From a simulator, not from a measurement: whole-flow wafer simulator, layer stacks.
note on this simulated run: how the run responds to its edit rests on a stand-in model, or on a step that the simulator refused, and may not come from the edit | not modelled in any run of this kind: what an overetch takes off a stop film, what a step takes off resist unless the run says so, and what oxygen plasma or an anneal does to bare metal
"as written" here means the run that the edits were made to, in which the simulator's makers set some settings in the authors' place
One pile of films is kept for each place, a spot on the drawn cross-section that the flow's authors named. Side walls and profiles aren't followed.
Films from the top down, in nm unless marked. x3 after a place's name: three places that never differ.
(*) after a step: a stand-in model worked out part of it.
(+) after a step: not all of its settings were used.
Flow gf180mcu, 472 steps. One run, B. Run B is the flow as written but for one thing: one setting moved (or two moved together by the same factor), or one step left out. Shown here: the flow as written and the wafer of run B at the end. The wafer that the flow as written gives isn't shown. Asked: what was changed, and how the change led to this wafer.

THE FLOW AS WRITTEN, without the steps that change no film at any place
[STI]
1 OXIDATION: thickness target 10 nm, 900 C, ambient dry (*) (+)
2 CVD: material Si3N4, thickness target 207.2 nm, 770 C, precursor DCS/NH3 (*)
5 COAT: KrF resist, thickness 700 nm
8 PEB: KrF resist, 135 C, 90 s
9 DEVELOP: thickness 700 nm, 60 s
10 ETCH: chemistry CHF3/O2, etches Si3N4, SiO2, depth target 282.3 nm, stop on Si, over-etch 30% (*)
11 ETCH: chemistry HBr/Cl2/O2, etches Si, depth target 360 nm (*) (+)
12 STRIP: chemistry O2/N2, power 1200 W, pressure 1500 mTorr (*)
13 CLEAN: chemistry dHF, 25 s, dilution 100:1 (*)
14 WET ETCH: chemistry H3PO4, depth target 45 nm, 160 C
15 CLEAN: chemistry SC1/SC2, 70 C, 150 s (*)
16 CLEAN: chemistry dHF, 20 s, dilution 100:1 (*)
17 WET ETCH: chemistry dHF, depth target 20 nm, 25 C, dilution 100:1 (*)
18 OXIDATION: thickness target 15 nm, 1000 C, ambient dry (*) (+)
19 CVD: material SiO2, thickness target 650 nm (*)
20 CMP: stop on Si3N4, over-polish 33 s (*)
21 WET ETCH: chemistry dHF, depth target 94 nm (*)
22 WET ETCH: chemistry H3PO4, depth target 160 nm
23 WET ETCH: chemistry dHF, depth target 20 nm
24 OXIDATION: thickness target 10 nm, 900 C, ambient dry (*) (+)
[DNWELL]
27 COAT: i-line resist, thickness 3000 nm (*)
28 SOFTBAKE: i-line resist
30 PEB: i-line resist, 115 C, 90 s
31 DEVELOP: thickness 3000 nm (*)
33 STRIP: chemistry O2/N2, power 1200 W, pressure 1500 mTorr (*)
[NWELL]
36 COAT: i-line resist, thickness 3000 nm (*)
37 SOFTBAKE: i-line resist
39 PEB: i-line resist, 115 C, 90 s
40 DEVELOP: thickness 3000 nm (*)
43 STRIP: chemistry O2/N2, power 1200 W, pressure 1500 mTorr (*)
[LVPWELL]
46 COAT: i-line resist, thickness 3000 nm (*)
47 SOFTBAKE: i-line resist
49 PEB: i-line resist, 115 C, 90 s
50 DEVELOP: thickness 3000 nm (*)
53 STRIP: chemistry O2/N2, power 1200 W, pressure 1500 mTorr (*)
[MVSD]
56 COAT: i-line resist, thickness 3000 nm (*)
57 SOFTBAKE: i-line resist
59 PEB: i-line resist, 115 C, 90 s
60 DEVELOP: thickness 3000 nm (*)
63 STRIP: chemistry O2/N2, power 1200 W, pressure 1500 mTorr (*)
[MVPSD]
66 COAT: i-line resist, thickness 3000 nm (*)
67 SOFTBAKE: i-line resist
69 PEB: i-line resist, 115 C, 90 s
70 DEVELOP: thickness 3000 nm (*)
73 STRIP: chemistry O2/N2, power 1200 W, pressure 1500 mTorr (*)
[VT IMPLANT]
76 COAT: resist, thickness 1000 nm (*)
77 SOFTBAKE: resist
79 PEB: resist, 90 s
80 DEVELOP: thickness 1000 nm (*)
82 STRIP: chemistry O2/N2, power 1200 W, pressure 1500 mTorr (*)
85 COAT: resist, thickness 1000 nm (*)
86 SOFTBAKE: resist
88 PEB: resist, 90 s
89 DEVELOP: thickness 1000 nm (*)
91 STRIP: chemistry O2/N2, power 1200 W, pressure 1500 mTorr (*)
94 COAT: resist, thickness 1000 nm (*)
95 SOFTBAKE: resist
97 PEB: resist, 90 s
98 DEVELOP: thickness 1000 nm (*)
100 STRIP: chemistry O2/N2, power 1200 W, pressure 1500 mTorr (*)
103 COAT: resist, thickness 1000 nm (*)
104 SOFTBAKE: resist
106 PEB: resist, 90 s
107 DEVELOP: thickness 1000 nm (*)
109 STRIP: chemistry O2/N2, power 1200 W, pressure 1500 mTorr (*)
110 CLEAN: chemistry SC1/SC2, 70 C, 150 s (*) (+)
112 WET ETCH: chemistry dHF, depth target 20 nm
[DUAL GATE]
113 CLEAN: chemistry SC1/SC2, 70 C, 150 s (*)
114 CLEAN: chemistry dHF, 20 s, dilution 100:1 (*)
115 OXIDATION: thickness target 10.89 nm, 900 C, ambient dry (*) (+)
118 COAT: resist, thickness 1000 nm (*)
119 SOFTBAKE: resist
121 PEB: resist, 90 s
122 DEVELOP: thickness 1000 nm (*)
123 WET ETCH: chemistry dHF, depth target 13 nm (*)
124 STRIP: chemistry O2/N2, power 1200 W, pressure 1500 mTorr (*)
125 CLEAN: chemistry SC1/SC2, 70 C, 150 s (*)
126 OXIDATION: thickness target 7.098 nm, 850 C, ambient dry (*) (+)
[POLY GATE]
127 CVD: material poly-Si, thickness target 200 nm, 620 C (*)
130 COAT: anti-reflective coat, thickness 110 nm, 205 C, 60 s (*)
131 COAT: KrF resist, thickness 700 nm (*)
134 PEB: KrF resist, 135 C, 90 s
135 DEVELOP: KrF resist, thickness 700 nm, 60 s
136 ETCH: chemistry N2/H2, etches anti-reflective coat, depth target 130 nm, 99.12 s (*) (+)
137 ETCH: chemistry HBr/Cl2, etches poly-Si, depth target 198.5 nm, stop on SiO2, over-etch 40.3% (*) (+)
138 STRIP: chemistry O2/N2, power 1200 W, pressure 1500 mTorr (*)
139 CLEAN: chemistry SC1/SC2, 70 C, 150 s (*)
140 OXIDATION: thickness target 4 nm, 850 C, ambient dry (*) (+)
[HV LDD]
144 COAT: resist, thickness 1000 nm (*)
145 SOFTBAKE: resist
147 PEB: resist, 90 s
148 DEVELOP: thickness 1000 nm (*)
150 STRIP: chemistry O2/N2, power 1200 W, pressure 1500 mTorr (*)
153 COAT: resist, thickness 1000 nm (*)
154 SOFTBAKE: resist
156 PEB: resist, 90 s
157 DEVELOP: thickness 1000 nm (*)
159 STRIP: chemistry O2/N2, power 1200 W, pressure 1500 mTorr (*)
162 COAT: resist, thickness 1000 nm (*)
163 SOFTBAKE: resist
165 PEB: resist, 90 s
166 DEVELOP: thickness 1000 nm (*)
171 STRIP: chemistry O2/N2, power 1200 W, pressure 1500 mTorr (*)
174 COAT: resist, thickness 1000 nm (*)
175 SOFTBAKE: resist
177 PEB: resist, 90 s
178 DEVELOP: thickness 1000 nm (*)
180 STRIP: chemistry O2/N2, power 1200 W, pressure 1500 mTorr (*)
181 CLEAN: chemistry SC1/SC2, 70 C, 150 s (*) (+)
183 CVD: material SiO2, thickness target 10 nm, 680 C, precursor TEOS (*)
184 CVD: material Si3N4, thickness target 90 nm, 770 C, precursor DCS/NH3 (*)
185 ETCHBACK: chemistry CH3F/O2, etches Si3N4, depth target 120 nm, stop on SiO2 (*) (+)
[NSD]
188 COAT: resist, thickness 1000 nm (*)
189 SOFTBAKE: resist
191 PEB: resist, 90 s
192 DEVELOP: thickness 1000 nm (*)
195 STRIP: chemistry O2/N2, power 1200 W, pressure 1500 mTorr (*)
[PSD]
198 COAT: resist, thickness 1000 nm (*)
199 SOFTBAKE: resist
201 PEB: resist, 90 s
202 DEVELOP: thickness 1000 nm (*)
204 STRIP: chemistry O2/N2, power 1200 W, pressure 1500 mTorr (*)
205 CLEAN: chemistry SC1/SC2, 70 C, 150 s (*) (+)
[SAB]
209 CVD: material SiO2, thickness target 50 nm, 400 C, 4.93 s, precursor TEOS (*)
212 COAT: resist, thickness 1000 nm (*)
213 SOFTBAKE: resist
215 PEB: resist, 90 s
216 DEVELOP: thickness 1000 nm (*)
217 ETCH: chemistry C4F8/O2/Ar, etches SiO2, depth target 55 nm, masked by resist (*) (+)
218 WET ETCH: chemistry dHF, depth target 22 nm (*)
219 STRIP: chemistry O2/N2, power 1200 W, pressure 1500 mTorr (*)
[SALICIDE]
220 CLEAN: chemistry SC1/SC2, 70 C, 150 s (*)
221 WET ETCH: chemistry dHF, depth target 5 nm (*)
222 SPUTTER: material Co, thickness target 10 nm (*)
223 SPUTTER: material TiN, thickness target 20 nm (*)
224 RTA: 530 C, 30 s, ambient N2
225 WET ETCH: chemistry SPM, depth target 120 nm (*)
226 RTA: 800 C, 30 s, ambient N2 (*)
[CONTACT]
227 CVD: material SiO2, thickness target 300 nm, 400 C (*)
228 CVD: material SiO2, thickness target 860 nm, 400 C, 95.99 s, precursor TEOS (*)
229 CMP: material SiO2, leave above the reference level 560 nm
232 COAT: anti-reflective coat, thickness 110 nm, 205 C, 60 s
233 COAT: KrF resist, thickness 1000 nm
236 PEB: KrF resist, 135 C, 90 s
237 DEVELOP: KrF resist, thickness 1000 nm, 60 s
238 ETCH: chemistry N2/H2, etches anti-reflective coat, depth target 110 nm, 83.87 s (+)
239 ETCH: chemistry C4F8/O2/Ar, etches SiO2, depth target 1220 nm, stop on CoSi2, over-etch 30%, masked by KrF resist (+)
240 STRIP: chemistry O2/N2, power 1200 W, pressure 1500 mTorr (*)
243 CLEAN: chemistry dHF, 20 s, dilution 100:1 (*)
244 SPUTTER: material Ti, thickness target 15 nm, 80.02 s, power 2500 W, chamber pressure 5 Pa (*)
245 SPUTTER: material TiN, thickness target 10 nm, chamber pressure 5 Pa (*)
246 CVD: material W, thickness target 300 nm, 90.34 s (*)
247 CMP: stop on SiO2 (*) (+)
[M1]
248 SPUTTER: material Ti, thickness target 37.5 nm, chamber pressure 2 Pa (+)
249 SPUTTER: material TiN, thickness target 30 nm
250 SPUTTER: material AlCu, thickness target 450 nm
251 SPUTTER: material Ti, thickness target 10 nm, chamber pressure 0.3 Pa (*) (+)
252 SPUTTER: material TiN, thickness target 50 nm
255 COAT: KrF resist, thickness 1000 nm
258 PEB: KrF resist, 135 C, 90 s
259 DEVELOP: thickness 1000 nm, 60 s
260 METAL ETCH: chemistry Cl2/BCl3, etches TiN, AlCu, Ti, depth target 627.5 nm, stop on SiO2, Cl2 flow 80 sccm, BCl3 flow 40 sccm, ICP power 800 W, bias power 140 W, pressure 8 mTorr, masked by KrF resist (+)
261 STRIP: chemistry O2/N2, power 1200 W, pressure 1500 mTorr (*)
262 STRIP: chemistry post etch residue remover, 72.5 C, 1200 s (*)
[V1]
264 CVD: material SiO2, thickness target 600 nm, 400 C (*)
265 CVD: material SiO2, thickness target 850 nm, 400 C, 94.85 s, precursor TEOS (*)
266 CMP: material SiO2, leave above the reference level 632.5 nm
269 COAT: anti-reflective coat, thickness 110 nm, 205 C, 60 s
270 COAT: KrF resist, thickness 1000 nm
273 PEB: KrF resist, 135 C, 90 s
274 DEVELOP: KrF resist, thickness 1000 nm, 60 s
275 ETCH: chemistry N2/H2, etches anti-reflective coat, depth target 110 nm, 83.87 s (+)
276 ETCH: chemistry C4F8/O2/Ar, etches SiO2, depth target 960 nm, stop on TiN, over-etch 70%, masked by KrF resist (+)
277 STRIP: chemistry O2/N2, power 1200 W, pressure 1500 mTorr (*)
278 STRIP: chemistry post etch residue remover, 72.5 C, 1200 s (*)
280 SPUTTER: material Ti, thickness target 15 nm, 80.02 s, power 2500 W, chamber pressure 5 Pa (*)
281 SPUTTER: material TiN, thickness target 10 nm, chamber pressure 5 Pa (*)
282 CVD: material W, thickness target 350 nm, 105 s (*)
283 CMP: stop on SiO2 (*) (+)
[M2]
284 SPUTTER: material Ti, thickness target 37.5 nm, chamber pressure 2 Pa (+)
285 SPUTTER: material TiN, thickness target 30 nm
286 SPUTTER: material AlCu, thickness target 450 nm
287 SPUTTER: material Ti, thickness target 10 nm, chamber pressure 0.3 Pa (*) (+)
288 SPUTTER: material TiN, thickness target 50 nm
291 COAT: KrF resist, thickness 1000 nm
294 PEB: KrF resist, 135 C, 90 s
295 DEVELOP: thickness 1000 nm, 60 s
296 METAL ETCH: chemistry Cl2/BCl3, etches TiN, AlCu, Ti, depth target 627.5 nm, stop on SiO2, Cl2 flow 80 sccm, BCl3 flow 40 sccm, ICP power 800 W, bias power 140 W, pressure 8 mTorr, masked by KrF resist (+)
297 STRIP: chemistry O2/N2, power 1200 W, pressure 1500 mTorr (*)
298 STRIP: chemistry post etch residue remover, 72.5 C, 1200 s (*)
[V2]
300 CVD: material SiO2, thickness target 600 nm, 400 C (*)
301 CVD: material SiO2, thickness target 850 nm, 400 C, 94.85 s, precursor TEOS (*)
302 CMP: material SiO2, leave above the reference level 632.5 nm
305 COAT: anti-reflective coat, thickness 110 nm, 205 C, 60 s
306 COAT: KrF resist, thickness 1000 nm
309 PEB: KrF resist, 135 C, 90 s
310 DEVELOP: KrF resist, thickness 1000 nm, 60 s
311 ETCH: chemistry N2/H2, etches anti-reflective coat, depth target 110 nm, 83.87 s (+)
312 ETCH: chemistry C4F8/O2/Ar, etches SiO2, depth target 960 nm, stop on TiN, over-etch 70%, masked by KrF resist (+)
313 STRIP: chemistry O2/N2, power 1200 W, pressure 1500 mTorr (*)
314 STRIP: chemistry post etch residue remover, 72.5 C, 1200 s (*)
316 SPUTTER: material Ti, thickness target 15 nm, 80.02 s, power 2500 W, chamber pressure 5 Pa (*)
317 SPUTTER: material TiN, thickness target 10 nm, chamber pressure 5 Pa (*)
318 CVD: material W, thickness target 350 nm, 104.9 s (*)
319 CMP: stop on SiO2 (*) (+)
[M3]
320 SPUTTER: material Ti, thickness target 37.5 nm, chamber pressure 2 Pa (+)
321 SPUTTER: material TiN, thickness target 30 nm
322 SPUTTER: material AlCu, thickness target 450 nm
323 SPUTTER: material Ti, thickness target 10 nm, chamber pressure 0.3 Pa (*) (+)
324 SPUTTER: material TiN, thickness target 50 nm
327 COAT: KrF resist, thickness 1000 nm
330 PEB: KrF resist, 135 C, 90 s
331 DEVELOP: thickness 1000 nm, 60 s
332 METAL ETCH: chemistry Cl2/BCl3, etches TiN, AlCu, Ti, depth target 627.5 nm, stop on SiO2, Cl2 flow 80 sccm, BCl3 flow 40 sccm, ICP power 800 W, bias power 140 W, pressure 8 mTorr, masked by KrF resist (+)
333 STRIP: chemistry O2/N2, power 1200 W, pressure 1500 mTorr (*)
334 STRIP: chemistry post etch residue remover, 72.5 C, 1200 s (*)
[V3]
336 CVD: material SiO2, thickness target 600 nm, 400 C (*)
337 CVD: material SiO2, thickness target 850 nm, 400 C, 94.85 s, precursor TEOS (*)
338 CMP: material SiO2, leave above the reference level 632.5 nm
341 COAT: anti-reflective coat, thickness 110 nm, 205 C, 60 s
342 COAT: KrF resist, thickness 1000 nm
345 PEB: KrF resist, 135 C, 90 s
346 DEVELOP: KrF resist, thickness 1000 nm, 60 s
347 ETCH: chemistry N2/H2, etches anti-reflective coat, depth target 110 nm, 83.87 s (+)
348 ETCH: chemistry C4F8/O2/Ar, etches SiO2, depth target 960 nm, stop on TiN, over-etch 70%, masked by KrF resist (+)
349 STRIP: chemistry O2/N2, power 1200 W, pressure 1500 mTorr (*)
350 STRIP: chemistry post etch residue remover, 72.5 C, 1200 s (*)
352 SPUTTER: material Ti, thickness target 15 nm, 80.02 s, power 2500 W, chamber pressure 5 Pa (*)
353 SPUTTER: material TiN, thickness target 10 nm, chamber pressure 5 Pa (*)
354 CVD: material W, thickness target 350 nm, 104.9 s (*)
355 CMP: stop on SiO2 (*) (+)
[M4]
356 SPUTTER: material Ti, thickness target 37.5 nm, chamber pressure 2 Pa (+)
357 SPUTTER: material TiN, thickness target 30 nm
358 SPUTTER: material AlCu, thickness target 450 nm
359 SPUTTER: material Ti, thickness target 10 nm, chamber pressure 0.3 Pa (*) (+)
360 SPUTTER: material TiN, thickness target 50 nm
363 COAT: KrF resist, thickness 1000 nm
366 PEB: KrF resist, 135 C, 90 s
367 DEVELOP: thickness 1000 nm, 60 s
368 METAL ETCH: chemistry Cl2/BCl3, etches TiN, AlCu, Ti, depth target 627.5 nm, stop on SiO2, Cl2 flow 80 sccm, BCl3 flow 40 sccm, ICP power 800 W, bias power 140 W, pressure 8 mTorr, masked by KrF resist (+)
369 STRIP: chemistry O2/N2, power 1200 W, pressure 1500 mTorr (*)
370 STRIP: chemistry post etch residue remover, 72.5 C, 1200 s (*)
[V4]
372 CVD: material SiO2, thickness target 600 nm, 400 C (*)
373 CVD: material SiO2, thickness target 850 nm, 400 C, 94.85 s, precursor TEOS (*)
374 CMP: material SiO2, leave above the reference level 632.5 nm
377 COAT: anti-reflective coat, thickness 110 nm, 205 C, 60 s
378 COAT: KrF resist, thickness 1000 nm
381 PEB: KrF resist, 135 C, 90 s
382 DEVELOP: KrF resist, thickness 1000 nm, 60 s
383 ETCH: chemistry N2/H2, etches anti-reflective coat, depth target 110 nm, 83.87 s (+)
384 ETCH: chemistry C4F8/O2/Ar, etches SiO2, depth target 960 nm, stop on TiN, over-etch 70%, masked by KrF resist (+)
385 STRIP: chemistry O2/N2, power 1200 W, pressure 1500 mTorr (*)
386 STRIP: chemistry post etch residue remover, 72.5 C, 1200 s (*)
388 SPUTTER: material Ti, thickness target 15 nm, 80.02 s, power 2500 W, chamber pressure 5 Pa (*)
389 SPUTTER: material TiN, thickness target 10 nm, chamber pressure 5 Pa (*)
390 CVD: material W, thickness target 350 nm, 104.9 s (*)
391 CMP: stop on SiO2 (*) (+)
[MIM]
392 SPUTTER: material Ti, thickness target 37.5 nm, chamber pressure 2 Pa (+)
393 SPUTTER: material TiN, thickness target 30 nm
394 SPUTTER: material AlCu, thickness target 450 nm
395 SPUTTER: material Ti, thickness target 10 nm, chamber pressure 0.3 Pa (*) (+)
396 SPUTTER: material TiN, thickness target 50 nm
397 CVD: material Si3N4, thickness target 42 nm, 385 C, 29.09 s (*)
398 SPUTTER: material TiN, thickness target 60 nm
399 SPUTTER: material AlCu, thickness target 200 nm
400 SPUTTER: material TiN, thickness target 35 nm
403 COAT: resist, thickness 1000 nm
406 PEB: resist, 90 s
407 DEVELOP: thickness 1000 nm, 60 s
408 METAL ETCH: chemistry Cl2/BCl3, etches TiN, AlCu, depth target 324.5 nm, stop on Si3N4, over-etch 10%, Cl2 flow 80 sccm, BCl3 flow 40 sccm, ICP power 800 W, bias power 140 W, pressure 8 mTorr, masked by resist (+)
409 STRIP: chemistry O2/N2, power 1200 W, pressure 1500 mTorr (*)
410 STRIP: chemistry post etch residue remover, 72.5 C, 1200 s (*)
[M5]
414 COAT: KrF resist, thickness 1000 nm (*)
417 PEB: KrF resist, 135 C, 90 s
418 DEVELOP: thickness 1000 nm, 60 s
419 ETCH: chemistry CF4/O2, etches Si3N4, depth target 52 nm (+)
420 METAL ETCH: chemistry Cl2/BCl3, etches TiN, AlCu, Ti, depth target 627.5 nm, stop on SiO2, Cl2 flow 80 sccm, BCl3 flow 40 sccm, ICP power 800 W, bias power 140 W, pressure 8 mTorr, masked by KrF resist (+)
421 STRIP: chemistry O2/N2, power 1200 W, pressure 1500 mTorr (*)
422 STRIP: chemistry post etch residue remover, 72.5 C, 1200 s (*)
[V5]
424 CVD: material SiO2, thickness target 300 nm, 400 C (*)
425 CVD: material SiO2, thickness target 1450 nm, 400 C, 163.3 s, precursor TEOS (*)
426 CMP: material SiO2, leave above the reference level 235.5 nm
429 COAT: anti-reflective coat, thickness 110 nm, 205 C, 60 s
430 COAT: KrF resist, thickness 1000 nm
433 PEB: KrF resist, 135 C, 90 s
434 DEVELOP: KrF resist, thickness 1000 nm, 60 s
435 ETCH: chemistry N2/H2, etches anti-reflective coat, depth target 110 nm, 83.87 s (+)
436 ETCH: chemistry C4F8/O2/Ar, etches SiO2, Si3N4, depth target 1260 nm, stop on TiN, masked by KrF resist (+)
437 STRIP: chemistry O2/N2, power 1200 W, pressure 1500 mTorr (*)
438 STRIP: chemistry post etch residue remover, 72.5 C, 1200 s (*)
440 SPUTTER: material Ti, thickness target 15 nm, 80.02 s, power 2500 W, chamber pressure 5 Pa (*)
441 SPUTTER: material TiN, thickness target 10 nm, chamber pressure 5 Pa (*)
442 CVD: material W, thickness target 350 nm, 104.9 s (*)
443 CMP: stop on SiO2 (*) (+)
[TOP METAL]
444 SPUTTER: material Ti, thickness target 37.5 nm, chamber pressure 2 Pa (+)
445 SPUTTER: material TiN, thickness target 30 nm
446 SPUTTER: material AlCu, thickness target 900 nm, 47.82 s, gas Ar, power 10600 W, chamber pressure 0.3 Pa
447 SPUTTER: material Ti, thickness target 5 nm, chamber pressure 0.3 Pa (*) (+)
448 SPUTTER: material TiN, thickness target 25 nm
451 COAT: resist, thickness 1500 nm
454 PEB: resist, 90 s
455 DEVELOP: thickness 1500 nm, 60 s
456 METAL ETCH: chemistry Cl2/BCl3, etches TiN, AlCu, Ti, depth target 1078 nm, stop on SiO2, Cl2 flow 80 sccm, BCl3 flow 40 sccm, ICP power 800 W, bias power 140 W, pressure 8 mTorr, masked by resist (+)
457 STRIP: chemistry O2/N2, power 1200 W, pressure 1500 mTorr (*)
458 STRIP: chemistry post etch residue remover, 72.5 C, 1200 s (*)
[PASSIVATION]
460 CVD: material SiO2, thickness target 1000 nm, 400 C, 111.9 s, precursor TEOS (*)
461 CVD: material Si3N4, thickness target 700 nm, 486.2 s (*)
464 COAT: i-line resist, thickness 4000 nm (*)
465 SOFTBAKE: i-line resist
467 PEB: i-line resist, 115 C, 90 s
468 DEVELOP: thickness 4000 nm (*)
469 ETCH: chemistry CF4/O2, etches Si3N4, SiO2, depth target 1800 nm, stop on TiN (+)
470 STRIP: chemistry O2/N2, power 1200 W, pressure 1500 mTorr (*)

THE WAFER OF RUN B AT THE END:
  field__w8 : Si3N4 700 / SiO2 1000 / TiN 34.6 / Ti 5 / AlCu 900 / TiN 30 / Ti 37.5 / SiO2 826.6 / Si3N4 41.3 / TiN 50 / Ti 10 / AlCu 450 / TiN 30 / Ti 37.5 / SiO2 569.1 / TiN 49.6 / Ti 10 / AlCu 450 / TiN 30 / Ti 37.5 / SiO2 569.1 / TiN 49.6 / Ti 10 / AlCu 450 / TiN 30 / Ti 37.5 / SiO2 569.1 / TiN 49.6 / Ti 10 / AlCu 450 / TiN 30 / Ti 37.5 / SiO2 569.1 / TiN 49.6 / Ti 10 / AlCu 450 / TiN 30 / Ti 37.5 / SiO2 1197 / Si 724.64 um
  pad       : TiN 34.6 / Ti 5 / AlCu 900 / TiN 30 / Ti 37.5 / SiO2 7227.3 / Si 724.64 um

The cause: step 448, SPUTTER: thickness target 35 nm was run, where the flow has thickness target 25 nm.

How the change led to this, step by step:
  448 SPUTTER: material TiN, thickness target 25 nm
      field, field__w1, field__w2 and 109 more: TiN +35 (new film) (as written it would be: TiN +25 (new film))
  456 METAL ETCH: chemistry Cl2/BCl3, etches TiN, AlCu, Ti, depth target 1078 nm, stop on SiO2, Cl2 flow 80 sccm, BCl3 flow 40 sccm, ICP power 800 W, bias power 140 W, pressure 8 mTorr, masked by resist (+)
      field, field__w1, field__w2 and 103 more: TiN -35 (all of it), Ti -5 (all of it), AlCu -900 (all of it), TiN -30 (all of it), Ti -37.5 (all of it) (as written it would be: TiN -25 (all of it), Ti -5 (all of it), AlCu -900 (all of it), TiN -30 (all of it), Ti -37.5 (all of it))
  465 SOFTBAKE: i-line resist
      field__w11, field__w13: i-line resist +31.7 (as written it would be: i-line resist +37.9)
      field: i-line resist -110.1 (as written it would be: i-line resist -120.6)
      (and at 57 more places)
